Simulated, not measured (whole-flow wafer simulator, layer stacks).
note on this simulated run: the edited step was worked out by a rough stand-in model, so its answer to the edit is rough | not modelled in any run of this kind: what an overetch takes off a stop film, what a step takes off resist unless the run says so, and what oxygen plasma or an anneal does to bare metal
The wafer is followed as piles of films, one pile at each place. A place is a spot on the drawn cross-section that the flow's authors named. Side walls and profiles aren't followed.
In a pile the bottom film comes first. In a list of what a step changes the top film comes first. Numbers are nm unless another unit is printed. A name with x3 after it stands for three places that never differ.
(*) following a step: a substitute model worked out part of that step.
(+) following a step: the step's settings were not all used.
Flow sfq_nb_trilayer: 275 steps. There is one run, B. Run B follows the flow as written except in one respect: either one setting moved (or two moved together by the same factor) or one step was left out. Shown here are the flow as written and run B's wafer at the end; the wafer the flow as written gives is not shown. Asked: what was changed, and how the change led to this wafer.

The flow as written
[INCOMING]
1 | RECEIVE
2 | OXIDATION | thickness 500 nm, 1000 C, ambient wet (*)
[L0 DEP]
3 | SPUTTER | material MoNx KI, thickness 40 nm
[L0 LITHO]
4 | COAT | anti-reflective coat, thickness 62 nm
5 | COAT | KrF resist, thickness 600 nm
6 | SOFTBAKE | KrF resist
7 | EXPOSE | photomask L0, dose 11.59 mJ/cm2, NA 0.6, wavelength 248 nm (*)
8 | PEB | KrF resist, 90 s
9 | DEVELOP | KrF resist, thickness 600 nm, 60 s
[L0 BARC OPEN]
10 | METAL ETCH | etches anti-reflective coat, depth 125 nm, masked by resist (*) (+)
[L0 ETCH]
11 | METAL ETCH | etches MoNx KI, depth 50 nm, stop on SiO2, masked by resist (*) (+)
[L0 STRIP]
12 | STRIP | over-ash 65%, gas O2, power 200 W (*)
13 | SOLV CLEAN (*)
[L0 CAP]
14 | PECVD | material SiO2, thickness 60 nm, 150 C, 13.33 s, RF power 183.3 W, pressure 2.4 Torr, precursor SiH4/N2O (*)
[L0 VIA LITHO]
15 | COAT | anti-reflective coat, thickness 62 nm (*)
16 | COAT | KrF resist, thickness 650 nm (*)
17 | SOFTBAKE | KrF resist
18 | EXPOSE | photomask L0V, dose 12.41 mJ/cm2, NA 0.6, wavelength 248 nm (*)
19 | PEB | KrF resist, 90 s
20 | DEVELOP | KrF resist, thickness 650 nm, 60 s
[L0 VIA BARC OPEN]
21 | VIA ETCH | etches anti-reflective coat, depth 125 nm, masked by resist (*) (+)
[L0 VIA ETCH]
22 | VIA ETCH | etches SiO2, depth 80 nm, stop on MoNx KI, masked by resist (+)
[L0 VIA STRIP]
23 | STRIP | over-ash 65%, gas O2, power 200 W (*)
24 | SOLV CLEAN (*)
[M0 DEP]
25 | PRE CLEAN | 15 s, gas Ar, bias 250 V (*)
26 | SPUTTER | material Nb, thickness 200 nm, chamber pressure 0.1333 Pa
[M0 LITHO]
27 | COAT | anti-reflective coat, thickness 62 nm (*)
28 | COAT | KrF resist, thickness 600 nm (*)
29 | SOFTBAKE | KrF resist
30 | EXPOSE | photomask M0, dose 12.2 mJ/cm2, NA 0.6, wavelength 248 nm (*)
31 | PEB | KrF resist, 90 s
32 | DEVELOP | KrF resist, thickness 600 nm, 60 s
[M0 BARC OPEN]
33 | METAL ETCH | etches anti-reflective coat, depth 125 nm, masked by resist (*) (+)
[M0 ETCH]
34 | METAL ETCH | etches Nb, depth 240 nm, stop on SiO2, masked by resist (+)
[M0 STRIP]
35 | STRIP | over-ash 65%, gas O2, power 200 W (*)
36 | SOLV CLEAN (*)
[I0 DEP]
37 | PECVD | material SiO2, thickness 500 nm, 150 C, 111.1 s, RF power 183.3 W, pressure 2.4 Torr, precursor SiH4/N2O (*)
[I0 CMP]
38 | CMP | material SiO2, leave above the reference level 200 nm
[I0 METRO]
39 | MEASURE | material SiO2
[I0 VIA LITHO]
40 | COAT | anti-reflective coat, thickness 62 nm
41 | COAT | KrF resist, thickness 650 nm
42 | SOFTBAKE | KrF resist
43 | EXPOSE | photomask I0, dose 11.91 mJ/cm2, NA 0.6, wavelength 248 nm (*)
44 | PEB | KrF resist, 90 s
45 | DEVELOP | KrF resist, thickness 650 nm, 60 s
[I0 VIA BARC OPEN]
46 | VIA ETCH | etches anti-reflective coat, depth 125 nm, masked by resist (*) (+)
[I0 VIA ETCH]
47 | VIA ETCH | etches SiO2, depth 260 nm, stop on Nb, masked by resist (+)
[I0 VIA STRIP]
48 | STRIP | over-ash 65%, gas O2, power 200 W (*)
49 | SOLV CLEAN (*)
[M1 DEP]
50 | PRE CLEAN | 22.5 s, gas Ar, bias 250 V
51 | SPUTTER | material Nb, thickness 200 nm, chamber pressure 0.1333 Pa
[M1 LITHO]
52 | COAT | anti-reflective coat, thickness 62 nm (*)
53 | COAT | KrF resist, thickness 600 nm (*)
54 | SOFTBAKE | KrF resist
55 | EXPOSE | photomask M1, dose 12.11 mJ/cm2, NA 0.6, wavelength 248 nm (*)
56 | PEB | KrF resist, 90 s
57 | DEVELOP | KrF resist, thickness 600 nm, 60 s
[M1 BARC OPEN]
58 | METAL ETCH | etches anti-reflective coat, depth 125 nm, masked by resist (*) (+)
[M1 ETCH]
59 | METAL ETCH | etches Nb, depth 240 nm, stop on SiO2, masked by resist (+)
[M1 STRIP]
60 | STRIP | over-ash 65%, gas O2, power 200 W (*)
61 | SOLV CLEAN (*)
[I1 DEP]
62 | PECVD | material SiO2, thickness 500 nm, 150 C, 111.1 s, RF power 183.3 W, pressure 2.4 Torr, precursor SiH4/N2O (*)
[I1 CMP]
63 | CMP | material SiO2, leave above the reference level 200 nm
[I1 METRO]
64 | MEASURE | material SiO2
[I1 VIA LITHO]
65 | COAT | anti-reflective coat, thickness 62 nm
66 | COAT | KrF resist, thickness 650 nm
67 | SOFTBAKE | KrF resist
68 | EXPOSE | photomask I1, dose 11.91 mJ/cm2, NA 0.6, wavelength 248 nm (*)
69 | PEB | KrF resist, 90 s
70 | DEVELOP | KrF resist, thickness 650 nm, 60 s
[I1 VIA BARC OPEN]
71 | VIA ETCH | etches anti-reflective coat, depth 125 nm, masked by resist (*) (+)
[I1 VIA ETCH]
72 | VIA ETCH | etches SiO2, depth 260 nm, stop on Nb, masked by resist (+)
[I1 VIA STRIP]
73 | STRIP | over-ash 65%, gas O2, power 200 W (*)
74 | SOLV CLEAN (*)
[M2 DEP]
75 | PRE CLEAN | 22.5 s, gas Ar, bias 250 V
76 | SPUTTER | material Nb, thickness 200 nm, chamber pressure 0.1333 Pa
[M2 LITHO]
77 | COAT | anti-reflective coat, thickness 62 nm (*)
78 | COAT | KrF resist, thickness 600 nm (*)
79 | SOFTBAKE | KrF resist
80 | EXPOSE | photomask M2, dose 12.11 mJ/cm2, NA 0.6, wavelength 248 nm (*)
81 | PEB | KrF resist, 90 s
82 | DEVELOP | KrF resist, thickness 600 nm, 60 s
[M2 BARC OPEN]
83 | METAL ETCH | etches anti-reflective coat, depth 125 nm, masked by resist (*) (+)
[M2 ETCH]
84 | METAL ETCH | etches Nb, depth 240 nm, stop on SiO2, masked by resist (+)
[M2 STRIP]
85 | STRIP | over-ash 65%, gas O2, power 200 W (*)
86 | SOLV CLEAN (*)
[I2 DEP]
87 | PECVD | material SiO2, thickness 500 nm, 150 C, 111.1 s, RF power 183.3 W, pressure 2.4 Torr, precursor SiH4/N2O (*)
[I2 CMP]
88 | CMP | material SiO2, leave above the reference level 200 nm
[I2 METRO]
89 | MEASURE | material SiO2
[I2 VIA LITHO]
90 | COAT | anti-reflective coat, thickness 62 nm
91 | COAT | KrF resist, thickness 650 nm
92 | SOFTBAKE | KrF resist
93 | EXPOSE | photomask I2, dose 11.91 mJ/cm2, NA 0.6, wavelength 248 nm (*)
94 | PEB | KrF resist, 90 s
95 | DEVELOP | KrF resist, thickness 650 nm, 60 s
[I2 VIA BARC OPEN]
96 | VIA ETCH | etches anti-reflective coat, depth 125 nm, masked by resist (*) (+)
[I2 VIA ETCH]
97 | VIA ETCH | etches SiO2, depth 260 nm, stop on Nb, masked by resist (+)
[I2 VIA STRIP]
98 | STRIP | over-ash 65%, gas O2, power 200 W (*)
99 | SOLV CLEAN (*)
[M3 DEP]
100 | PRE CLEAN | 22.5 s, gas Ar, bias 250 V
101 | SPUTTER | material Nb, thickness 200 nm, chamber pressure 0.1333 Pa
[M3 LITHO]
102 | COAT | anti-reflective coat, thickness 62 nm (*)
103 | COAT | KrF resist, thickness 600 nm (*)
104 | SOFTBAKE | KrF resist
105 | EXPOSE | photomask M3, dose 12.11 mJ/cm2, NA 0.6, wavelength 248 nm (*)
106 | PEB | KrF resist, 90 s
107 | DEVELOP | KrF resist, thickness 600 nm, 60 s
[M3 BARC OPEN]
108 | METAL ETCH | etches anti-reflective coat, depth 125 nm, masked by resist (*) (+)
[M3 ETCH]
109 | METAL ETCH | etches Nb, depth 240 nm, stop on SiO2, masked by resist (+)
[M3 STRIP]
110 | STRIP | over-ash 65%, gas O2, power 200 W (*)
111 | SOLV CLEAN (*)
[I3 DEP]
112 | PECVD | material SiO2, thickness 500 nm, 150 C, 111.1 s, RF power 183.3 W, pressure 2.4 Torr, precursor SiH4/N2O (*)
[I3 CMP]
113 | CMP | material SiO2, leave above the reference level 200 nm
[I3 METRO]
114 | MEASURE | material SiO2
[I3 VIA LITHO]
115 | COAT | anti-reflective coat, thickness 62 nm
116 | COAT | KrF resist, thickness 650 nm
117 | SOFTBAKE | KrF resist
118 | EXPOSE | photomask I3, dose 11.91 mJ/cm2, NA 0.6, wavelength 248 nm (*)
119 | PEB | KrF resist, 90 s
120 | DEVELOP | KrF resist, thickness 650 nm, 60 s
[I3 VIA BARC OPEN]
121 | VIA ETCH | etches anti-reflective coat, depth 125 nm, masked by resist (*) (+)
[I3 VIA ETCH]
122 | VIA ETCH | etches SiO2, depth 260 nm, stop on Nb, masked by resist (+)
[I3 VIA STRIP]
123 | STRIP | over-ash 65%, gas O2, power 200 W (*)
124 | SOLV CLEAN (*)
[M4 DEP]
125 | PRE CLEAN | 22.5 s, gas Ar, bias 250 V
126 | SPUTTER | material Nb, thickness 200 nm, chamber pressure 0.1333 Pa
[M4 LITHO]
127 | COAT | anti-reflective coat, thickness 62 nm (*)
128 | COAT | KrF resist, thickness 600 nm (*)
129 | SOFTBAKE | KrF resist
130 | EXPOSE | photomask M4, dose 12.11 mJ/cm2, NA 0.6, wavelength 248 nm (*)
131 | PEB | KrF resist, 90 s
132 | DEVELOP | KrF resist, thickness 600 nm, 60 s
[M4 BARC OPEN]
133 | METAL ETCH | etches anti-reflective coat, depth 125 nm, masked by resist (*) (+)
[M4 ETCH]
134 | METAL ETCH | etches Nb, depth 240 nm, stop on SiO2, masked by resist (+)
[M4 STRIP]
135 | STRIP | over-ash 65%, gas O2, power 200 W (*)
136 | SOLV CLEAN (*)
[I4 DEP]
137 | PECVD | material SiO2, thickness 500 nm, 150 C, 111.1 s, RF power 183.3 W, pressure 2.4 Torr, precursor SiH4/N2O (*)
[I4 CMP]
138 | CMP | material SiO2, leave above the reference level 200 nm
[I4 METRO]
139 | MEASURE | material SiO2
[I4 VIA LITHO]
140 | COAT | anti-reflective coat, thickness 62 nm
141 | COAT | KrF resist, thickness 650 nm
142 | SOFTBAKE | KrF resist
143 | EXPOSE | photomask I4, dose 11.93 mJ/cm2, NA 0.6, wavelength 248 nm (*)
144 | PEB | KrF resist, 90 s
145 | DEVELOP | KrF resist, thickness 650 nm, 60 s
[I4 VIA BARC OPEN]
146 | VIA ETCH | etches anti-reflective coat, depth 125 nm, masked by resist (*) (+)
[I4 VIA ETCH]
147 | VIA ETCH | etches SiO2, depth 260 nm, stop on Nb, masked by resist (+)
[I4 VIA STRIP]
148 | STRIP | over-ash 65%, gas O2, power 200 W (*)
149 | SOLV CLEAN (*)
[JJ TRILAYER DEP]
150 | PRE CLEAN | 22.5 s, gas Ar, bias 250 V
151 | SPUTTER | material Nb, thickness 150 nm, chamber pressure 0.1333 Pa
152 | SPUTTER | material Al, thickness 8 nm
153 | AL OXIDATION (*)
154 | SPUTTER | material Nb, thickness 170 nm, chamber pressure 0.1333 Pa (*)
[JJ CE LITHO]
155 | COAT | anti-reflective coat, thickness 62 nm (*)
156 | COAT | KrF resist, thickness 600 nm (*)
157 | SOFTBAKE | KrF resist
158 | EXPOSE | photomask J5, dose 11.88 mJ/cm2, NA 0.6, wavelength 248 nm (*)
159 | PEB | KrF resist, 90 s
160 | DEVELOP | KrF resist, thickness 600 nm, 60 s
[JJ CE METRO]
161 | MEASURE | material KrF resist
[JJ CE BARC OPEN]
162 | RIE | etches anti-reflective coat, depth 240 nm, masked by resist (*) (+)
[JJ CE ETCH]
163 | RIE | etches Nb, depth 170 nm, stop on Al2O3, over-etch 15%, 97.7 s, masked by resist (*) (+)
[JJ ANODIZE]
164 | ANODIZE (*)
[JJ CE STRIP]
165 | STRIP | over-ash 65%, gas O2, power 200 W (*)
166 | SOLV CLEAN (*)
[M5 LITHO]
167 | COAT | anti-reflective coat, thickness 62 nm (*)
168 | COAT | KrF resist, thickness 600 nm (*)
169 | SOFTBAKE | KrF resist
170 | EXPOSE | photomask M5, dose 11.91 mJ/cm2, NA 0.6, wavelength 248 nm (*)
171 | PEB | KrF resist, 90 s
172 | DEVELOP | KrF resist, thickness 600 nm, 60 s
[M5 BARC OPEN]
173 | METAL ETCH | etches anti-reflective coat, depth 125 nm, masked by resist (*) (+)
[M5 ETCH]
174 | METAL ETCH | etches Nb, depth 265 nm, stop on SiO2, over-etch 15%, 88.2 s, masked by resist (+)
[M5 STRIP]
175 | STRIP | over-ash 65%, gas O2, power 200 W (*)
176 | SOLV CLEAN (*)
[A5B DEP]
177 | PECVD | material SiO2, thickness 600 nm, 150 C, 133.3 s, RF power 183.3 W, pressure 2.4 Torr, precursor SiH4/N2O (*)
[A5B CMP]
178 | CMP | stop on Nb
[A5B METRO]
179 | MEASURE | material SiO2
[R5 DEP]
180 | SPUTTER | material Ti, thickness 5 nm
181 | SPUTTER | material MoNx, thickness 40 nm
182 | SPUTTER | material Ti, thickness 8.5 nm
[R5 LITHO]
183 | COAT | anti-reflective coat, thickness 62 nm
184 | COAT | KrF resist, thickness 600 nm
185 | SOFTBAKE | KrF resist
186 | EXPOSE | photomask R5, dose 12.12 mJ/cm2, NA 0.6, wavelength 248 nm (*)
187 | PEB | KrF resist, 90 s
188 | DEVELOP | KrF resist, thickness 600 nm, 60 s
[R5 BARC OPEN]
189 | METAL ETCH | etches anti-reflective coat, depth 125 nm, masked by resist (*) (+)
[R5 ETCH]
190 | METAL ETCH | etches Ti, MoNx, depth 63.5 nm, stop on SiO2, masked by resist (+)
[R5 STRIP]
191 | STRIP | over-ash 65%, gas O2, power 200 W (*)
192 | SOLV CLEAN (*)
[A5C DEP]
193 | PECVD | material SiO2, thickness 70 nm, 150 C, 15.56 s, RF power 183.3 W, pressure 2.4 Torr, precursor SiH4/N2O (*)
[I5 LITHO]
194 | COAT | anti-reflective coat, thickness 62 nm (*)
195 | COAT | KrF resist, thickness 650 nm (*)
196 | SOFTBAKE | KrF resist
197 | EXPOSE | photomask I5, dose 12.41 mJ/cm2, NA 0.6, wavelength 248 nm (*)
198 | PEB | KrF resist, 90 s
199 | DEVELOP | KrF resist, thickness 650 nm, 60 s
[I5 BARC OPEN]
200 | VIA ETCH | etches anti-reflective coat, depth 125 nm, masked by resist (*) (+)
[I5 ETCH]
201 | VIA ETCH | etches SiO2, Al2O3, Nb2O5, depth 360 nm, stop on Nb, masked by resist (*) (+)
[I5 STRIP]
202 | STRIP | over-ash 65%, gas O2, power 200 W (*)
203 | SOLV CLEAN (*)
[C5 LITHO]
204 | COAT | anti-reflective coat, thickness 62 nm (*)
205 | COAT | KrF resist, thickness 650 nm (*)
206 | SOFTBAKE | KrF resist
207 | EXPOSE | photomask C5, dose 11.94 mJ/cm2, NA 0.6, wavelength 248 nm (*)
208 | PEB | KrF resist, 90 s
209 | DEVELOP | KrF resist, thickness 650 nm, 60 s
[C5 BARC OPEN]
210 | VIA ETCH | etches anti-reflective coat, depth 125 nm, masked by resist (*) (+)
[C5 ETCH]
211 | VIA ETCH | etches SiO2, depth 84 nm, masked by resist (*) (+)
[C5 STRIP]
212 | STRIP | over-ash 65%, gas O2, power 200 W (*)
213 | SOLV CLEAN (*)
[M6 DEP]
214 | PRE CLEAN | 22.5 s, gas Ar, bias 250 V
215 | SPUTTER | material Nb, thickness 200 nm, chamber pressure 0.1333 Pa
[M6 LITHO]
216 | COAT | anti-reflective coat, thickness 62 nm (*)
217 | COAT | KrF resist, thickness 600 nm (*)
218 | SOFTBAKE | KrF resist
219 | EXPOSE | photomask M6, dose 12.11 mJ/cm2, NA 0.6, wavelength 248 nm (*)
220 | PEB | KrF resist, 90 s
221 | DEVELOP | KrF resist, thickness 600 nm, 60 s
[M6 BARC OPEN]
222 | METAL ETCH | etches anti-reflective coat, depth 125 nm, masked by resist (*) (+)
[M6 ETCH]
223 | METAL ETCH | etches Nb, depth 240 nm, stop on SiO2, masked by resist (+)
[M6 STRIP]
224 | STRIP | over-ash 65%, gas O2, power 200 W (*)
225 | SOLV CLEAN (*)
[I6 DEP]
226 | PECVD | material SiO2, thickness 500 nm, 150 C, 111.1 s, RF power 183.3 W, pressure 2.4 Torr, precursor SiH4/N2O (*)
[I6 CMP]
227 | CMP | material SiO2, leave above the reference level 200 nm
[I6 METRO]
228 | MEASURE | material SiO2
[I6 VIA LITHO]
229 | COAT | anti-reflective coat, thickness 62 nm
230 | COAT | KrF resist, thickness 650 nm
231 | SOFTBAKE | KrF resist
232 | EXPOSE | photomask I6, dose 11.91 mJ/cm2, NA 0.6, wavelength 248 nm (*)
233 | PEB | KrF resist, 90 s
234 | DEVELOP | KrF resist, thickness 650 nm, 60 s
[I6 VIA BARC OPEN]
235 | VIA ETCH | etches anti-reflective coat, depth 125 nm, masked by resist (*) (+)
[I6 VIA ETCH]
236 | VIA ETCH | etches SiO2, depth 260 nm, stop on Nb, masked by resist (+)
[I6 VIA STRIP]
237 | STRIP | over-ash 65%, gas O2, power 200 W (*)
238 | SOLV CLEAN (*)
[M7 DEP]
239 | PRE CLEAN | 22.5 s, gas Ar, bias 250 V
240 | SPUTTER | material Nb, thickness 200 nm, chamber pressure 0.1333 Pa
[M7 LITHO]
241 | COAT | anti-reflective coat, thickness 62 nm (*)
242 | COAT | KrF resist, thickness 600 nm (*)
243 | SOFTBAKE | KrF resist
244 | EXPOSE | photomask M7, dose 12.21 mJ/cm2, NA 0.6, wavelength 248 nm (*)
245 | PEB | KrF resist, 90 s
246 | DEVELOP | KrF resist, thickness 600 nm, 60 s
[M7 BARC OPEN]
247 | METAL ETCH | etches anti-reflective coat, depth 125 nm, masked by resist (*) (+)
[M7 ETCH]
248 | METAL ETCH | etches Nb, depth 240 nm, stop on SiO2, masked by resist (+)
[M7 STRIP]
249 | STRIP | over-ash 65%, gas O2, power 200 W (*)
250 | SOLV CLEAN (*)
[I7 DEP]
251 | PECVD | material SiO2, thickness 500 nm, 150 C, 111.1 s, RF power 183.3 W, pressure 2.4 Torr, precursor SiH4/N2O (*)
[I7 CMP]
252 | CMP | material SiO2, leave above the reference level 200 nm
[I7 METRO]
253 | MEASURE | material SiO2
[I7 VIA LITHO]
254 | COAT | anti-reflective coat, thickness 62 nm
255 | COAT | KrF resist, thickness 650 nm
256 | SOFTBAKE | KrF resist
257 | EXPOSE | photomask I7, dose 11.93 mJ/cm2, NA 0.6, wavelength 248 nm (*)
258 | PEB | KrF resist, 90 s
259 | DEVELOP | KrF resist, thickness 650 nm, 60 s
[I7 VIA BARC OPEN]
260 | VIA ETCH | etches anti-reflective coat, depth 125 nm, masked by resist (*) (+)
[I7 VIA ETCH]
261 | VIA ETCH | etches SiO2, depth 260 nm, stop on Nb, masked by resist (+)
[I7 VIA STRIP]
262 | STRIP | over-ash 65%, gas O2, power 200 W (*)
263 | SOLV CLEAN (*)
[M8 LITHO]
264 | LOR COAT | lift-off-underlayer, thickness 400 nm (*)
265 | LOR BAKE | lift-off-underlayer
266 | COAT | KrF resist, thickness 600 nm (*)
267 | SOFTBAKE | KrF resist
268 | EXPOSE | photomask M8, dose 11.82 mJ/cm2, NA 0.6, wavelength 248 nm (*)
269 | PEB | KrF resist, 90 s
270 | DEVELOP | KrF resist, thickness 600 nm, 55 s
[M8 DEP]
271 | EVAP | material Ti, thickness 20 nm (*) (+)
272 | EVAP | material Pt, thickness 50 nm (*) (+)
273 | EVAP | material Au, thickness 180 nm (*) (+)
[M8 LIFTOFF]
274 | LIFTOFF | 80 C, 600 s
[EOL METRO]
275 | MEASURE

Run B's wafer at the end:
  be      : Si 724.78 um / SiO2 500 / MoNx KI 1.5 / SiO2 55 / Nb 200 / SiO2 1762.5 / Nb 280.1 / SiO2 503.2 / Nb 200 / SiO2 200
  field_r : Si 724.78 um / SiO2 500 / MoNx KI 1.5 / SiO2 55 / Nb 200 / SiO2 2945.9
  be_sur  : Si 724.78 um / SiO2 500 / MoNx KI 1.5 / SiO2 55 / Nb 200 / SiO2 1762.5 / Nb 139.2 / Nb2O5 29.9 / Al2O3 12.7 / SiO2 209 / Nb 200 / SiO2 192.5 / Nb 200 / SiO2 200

What caused this: step 11, METAL ETCH: depth 38.5 nm was run, while the flow as written has depth 50 nm.

The path from the change to this, step by step:
  11 | METAL ETCH | etches MoNx KI, depth 50 nm, stop on SiO2, masked by resist (*) (+)
      v_sur, via_wl, via_w and 97 more: -38.5 MoNx KI (in the flow as written it would be: -40 MoNx KI (all of it))
      field_l, l0_sur, l0v, l0r_line_l, l0r_line_c, l0r_line_r: -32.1 KrF resist (in the flow as written it would be: -41.7 KrF resist)
  14 | PECVD | material SiO2, thickness 60 nm, 150 C, 13.33 s, RF power 183.3 W, pressure 2.4 Torr, precursor SiH4/N2O (*)
      v_sur, via_wl, via_w and 97 more: +60 SiO2 (new film) (in the flow as written it would be: +60 SiO2)
If metal films that touch count as one body, be has 4 bodies (between them, from the top down: SiO2 503.2; SiO2 1762.5; SiO2 55); the flow as written gives 3 bodies (between them, from the top down: SiO2 503.2; SiO2 1762.5).
If metal films that touch count as one body, field_r has 2 bodies (between them, from the top down: SiO2 55); the flow as written gives 1 body.
If metal films that touch count as one body, be_sur has 5 bodies (between them, from the top down: SiO2 192.5; SiO2 209 / Al2O3 12.7 / Nb2O5 29.9; SiO2 1762.5; SiO2 55); the flow as written gives 4 bodies (between them, from the top down: SiO2 192.5; SiO2 209 / Al2O3 12.7 / Nb2O5 29.9; SiO2 1762.5).
